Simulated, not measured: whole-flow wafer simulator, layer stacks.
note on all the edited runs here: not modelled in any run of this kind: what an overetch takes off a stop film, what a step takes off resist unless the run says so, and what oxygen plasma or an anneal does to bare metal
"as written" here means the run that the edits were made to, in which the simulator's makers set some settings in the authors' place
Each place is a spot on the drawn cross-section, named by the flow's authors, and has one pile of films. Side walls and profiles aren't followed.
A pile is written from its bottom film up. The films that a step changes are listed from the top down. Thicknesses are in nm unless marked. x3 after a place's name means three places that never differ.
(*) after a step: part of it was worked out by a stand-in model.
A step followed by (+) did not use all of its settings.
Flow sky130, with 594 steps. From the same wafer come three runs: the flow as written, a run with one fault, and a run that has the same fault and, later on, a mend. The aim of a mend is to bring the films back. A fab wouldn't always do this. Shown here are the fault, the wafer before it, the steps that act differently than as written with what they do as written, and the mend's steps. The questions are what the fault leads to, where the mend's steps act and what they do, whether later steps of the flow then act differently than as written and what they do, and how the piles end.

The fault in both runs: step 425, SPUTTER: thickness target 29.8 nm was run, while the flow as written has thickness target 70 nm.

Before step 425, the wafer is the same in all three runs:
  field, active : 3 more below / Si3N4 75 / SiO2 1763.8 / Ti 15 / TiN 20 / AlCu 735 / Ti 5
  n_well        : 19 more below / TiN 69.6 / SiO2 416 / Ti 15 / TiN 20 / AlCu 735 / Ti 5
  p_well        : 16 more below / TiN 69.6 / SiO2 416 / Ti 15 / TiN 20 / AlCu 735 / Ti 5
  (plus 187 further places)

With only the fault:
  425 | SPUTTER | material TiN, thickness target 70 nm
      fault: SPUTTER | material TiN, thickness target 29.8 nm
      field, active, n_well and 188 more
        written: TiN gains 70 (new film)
        fault: TiN gains 29.8 (new film)
  Steps later in the flow that act otherwise than as written (18 more steps, not shown, differ only slightly: by at most 2% or 0.5 nm, whichever is larger):
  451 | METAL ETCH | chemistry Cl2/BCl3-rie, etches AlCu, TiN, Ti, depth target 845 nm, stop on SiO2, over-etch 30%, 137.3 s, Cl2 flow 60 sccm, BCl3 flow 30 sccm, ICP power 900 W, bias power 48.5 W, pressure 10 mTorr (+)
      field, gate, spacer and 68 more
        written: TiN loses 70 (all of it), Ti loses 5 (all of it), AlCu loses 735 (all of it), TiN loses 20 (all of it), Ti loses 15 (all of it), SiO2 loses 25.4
        fault: TiN loses 29.8 (all of it), Ti loses 5 (all of it), AlCu loses 735 (all of it), TiN loses 20 (all of it), Ti loses 15 (all of it), SiO2 loses 29.4
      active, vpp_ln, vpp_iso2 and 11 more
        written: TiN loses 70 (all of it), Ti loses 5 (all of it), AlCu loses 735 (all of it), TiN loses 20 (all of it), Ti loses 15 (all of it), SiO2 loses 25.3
        fault: TiN loses 29.8 (all of it), Ti loses 5 (all of it), AlCu loses 735 (all of it), TiN loses 20 (all of it), Ti loses 15 (all of it), SiO2 loses 29.4
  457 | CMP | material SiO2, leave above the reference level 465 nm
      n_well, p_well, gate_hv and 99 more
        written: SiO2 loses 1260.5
        fault: SiO2 loses 1220.3
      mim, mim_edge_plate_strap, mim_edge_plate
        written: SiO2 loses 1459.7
        fault: SiO2 loses 1419.5
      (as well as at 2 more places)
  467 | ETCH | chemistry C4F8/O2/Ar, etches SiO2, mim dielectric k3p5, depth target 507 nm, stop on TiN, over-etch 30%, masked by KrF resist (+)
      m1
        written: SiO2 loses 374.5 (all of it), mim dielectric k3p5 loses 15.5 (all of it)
        fault: SiO2 loses 414.7 (all of it), mim dielectric k3p5 loses 15.5 (all of it)
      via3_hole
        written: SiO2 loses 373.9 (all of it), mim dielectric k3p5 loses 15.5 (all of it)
        fault: SiO2 loses 414.1 (all of it), mim dielectric k3p5 loses 15.5 (all of it)
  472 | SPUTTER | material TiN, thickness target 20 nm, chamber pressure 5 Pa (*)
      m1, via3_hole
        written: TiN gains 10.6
        fault: TiN gains 10
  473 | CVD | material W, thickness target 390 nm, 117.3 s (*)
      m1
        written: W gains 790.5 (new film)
        fault: W gains 831.2 (new film)
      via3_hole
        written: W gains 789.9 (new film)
        fault: W gains 830.6 (new film)
  By the end, the piles at n_well, p_well, gate_hv and 104 more depart from the flow's by more than 2% or 0.5 nm, whichever is larger.
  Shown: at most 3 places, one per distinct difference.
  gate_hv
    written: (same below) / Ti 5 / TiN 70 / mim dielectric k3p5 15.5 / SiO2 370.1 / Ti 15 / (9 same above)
    fault: (same below) / Ti 5 / TiN 29.8 / mim dielectric k3p5 15.5 / SiO2 410.3 / Ti 15 / (9 same above)
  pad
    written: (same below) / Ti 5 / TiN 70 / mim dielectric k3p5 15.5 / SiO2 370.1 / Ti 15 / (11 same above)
    fault: (same below) / Ti 5 / TiN 29.8 / mim dielectric k3p5 15.5 / SiO2 410.3 / Ti 15 / (11 same above)
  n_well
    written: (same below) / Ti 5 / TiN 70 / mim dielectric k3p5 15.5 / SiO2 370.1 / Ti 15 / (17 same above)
    fault: (same below) / Ti 5 / TiN 29.8 / mim dielectric k3p5 15.5 / SiO2 410.3 / Ti 15 / (17 same above)

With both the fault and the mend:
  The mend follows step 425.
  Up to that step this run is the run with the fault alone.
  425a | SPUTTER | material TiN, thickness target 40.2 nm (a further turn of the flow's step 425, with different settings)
      field, active, n_well and 188 more
        TiN gains 40.2
  Later steps of the flow that are run all act as written at every place that is followed.
  By the end, the piles equal the flow's at every place that both follow.
